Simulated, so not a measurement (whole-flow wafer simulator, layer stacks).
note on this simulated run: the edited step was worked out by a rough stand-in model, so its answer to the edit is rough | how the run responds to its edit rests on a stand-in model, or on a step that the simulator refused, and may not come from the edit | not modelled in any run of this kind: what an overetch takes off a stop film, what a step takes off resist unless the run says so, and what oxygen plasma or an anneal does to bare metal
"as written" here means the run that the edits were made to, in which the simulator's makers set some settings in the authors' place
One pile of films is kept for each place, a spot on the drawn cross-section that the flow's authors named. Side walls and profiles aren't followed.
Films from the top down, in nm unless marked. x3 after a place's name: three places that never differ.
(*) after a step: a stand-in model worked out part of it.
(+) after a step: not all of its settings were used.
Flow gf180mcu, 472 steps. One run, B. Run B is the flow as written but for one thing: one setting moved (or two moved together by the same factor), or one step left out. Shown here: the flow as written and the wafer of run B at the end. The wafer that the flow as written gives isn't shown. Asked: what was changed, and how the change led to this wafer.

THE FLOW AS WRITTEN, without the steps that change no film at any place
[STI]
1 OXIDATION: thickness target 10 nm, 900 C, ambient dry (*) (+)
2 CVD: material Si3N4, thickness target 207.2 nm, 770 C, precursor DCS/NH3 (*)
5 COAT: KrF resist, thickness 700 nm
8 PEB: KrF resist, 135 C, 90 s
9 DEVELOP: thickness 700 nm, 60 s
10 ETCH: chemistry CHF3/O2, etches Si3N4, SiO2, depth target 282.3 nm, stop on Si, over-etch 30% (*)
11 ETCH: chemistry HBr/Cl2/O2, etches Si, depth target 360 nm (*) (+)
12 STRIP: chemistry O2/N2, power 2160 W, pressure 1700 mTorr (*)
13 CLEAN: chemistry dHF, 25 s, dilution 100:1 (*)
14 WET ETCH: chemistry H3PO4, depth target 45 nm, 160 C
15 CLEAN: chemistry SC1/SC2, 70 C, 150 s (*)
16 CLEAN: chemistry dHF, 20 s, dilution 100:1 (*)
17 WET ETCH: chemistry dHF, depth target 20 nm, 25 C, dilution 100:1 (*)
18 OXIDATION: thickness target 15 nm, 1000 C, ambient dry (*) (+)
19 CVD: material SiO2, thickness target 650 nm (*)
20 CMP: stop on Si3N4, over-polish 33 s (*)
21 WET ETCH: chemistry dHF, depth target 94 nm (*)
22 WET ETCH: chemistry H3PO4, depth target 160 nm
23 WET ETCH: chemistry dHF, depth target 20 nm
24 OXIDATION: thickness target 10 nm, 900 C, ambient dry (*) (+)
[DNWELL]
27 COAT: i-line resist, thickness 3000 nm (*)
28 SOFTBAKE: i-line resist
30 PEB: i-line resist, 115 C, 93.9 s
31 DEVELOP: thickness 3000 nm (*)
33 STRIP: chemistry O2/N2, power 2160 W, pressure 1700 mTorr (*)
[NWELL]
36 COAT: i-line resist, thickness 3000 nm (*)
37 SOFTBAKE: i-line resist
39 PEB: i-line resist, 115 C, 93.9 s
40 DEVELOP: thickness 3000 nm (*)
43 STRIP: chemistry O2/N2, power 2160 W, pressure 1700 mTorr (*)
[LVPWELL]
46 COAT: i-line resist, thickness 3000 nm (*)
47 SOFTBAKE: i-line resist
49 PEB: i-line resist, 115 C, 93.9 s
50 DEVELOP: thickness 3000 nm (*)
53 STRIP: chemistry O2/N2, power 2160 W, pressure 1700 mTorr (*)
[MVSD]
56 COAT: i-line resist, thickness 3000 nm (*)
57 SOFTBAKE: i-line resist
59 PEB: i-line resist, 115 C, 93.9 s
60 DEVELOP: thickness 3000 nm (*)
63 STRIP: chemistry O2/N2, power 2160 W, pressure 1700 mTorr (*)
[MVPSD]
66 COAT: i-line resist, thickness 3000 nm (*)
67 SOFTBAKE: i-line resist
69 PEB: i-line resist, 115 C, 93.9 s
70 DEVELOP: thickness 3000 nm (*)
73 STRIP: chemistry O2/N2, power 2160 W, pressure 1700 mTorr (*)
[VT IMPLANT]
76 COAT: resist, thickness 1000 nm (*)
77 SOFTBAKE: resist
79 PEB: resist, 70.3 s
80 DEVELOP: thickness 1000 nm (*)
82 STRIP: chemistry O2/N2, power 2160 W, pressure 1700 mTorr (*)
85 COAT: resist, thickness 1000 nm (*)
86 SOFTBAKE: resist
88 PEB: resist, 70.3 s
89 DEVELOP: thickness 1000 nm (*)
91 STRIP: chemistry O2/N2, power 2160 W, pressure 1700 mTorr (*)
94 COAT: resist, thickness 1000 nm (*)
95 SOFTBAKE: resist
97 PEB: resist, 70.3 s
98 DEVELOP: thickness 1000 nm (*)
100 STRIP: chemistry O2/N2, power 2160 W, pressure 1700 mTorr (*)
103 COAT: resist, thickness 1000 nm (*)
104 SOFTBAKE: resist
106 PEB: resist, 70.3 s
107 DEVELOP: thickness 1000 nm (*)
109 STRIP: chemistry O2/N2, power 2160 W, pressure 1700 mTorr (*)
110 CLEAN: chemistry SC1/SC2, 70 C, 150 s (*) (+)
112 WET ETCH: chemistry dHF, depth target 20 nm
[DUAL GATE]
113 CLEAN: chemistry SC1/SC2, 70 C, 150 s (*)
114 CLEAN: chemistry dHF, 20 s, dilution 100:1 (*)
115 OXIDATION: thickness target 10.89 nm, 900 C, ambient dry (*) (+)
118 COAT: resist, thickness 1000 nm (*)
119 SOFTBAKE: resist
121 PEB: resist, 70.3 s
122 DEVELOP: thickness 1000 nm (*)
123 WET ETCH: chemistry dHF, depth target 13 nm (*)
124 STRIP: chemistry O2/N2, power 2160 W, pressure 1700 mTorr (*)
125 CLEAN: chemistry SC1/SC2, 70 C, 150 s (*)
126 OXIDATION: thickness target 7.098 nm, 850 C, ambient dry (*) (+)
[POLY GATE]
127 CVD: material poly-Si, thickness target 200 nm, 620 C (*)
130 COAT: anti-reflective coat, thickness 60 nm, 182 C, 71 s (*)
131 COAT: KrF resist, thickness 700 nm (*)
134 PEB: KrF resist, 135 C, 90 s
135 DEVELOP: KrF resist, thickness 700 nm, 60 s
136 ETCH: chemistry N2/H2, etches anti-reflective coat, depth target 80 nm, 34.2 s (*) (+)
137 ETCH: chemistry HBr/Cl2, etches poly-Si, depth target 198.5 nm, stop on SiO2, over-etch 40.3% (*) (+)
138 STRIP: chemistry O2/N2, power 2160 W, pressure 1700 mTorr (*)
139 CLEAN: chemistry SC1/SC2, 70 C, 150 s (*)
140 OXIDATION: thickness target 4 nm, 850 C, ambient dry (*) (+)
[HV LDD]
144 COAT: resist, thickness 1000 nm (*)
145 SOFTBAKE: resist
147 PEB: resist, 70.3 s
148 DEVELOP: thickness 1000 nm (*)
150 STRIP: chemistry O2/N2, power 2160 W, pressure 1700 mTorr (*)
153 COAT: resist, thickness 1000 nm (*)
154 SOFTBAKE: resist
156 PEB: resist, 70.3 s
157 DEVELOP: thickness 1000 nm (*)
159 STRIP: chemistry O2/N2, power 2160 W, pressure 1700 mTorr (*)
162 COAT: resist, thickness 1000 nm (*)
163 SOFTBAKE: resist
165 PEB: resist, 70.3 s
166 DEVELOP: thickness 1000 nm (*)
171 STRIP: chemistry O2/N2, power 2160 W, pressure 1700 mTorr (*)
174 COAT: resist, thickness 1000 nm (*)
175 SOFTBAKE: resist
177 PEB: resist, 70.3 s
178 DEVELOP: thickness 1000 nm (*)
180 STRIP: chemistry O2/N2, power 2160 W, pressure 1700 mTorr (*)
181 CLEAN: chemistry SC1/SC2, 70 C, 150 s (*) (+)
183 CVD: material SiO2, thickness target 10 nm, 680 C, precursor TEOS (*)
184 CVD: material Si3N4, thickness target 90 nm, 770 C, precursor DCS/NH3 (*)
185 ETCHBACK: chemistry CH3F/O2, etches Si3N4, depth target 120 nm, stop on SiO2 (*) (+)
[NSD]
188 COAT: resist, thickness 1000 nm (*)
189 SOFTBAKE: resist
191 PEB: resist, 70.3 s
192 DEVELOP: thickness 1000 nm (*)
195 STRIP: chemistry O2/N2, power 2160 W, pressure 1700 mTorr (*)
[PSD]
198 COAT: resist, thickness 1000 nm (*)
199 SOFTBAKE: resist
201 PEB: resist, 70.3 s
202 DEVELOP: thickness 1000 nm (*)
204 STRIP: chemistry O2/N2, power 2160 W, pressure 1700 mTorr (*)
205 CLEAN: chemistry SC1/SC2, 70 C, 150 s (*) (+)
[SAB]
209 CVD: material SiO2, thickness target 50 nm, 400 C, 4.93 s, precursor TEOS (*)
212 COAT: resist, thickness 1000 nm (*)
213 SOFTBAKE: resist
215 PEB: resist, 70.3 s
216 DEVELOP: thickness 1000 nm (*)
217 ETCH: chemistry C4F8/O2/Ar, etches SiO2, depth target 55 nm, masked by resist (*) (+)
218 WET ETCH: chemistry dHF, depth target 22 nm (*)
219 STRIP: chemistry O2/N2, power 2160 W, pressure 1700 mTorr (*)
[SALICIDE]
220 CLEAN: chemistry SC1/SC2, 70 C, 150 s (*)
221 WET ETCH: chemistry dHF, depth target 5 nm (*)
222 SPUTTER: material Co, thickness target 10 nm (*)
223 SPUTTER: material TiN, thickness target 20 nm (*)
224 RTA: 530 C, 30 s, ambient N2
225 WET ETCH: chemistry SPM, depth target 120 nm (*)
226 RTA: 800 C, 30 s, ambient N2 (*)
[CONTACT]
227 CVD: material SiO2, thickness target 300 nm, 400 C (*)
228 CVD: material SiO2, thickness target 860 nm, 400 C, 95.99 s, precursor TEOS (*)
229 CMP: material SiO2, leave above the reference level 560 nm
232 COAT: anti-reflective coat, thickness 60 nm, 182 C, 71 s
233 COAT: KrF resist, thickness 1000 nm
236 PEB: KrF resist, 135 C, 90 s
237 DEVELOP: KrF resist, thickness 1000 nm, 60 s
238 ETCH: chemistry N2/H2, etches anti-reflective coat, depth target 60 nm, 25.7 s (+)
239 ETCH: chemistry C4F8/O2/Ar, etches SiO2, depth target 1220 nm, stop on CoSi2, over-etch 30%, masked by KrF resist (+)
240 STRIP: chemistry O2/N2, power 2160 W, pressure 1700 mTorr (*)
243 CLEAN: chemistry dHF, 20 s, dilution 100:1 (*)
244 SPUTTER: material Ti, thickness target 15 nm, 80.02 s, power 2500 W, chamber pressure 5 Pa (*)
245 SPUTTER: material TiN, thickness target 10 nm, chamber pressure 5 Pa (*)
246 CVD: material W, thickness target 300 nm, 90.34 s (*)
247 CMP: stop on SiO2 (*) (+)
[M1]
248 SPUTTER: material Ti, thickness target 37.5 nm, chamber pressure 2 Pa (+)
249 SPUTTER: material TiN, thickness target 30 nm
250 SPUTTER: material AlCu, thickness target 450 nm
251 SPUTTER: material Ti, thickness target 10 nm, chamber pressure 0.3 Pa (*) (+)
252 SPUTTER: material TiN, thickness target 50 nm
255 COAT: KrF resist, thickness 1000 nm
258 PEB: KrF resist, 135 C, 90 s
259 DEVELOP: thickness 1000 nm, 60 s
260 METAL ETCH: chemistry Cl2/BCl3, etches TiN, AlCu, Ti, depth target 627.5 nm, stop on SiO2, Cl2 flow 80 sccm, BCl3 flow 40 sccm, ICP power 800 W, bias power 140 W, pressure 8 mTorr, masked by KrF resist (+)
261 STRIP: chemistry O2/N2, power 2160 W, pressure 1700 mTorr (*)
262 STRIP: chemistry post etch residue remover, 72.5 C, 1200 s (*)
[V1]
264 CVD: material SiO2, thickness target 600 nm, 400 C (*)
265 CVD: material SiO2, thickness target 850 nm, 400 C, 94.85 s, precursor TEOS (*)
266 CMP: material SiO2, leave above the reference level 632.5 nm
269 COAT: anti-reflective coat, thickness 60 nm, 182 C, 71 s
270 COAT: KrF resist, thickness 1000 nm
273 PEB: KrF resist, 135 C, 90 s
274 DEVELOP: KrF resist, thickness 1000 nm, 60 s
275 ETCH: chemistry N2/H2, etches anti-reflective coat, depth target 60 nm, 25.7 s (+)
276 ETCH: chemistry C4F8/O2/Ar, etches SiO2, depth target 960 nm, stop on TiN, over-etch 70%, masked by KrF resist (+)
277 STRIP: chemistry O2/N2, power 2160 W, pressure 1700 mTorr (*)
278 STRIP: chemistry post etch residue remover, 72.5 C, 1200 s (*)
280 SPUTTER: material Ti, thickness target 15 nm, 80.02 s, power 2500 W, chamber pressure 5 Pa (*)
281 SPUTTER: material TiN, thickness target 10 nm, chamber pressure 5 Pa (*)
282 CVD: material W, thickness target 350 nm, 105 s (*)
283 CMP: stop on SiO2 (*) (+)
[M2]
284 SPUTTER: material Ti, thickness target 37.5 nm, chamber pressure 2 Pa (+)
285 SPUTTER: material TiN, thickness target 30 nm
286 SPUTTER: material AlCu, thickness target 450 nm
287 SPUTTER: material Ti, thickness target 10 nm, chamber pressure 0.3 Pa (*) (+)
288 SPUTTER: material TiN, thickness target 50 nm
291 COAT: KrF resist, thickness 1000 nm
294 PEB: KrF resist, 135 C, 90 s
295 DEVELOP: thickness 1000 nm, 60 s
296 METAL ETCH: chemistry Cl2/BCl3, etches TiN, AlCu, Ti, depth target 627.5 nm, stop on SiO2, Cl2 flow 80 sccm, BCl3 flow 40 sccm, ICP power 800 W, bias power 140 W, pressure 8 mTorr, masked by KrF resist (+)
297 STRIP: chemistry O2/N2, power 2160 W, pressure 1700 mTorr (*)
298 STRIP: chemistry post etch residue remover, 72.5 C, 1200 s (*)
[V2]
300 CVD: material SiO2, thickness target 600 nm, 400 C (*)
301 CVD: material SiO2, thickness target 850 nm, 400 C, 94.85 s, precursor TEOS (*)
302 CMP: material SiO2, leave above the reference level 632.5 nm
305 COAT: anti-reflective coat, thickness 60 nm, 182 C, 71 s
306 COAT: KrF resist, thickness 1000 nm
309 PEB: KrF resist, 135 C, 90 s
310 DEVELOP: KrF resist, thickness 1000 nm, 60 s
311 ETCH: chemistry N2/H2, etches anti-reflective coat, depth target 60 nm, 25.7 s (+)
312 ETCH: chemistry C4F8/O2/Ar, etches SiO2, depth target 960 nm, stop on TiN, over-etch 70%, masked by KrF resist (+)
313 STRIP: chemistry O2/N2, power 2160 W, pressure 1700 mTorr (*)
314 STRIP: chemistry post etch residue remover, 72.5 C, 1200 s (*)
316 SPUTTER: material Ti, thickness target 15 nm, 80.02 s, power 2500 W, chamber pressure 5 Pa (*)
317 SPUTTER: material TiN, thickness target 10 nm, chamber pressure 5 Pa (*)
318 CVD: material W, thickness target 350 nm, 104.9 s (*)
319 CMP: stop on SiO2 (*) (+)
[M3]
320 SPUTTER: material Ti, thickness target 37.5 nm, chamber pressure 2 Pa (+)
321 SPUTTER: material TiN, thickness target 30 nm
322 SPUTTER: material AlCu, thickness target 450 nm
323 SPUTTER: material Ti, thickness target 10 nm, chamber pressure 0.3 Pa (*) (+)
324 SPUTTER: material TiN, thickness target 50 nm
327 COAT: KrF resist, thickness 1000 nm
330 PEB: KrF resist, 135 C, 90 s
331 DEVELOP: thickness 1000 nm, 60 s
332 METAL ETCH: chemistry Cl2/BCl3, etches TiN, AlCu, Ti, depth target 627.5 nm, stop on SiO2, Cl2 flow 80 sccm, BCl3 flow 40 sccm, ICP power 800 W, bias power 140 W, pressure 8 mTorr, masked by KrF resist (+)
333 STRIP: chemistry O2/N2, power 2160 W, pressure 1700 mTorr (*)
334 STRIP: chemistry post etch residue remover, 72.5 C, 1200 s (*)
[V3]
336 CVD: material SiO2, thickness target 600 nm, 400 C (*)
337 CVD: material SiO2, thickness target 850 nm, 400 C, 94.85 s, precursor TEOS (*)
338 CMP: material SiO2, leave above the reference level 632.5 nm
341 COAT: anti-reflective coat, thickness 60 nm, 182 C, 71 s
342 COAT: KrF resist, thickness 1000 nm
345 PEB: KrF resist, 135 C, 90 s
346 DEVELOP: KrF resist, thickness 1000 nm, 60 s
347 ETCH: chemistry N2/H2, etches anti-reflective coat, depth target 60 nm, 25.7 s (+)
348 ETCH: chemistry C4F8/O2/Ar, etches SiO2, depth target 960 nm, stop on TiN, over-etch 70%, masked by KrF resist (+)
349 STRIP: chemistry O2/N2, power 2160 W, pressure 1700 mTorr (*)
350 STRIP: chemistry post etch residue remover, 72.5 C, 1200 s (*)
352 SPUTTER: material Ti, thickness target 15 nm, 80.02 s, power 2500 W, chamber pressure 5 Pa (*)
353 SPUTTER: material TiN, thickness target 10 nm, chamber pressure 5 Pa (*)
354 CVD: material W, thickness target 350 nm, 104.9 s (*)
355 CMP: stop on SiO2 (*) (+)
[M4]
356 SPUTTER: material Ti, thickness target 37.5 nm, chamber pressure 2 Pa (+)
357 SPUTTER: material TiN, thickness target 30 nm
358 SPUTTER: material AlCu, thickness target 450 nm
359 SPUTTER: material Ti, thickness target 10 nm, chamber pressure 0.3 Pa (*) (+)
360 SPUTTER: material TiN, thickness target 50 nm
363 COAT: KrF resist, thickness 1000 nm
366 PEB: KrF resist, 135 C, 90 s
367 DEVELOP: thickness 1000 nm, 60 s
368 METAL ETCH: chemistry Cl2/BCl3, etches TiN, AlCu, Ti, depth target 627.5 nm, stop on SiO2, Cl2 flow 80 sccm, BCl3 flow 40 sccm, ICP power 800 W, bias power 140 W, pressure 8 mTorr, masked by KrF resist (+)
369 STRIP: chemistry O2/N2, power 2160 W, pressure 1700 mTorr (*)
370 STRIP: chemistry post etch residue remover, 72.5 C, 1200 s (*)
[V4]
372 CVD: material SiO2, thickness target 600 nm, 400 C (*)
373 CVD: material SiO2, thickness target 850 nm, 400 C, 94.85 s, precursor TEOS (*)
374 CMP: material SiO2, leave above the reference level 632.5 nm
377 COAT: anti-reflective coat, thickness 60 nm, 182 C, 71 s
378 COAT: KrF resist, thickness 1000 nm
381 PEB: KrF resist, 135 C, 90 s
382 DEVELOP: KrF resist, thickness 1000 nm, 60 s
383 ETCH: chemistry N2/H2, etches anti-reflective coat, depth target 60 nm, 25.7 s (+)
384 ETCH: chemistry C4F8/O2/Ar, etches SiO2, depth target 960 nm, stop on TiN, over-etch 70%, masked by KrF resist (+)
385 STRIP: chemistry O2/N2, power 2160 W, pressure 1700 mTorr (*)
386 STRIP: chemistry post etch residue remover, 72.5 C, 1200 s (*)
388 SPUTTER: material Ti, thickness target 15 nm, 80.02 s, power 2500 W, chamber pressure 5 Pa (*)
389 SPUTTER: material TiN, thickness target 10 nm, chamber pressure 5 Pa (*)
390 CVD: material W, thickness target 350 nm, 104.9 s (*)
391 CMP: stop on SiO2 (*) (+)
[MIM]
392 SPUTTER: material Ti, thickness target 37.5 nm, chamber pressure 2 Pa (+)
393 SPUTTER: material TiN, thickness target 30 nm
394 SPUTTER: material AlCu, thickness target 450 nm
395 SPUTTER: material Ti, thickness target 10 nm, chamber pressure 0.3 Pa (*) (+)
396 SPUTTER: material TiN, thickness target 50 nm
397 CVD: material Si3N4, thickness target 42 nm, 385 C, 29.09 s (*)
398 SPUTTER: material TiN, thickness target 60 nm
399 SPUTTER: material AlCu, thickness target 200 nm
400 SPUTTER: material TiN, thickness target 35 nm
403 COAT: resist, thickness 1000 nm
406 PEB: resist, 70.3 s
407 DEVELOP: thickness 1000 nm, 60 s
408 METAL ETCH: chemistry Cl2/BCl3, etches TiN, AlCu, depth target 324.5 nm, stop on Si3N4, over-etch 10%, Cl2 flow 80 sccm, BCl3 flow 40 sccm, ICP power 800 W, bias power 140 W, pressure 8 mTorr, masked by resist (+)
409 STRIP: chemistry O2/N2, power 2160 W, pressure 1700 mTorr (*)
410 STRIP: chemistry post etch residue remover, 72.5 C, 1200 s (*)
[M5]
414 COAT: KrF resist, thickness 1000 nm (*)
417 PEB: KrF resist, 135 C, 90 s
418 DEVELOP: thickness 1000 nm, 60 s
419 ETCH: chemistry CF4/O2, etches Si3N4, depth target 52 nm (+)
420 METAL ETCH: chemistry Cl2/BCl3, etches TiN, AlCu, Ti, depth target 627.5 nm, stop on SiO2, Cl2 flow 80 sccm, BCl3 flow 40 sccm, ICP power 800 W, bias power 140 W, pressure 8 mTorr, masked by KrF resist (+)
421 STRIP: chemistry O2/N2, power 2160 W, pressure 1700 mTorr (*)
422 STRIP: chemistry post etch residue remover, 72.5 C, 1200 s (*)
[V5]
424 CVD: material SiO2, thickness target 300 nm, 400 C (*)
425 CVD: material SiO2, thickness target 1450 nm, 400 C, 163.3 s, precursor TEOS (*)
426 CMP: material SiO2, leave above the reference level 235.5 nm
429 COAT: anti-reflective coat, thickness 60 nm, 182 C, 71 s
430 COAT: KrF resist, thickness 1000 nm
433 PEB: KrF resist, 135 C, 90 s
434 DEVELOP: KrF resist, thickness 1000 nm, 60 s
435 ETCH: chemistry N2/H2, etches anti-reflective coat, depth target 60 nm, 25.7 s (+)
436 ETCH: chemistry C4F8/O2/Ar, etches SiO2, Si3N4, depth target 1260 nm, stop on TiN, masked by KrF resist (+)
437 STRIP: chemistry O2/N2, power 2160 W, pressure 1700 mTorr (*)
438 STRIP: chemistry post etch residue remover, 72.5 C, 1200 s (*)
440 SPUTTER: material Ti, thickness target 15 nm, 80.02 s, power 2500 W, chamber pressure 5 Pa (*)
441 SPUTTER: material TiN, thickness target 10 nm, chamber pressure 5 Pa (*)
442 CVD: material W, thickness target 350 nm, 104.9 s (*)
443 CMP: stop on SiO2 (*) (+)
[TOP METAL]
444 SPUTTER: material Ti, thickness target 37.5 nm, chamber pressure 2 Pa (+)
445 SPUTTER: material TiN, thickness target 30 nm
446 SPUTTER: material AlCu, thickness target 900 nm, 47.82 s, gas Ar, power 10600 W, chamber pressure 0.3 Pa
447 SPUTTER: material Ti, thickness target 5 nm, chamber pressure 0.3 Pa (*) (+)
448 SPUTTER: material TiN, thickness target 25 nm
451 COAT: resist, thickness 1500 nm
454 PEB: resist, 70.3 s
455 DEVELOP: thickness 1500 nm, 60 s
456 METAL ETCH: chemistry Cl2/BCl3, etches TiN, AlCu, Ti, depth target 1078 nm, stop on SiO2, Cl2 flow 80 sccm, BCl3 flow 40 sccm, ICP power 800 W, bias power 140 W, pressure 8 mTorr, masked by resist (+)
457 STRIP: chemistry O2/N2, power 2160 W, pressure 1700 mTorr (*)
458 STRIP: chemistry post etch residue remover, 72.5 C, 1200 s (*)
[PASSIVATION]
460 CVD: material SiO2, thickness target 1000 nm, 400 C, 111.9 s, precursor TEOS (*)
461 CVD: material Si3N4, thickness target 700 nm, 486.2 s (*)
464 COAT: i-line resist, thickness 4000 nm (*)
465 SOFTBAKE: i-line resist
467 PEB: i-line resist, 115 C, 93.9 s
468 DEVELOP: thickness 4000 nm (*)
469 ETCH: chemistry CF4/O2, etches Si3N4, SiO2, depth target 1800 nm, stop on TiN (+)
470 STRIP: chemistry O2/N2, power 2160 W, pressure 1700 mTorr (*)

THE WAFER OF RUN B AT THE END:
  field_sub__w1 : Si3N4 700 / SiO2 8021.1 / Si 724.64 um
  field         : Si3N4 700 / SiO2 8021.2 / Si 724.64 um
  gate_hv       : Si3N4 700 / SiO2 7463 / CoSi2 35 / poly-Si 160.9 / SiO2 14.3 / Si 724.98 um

The cause: step 460, CVD: thickness target 790 nm was run, where the flow has thickness target 1000 nm; step 460, CVD: 88.44 s was run, where the flow has 111.9 s.

How the change led to this, step by step:
  460 CVD: material SiO2, thickness target 1000 nm, 400 C, 111.9 s, precursor TEOS (*)
      field, field__w1, field__w2 and 103 more: SiO2 +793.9 (as written it would be: SiO2 +1000)
      field__w8, contact, m1, m1__w1, pad, m1_nw: SiO2 +793.9 (new film) (as written it would be: SiO2 +1000 (new film))
  465 SOFTBAKE: i-line resist
      gate: i-line resist -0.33 (as written it would be: i-line resist +1.79)
      ld_acc_p, ld_fp_p, ld_drift_p: i-line resist +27 (as written it would be: i-line resist +33.8)
      (and at 57 more places)
  469 ETCH: chemistry CF4/O2, etches Si3N4, SiO2, depth target 1800 nm, stop on TiN (+)
      pad: Si3N4 -700 (all of it), SiO2 -793.9 (all of it) (as written it would be: Si3N4 -700 (all of it), SiO2 -1000 (all of it))
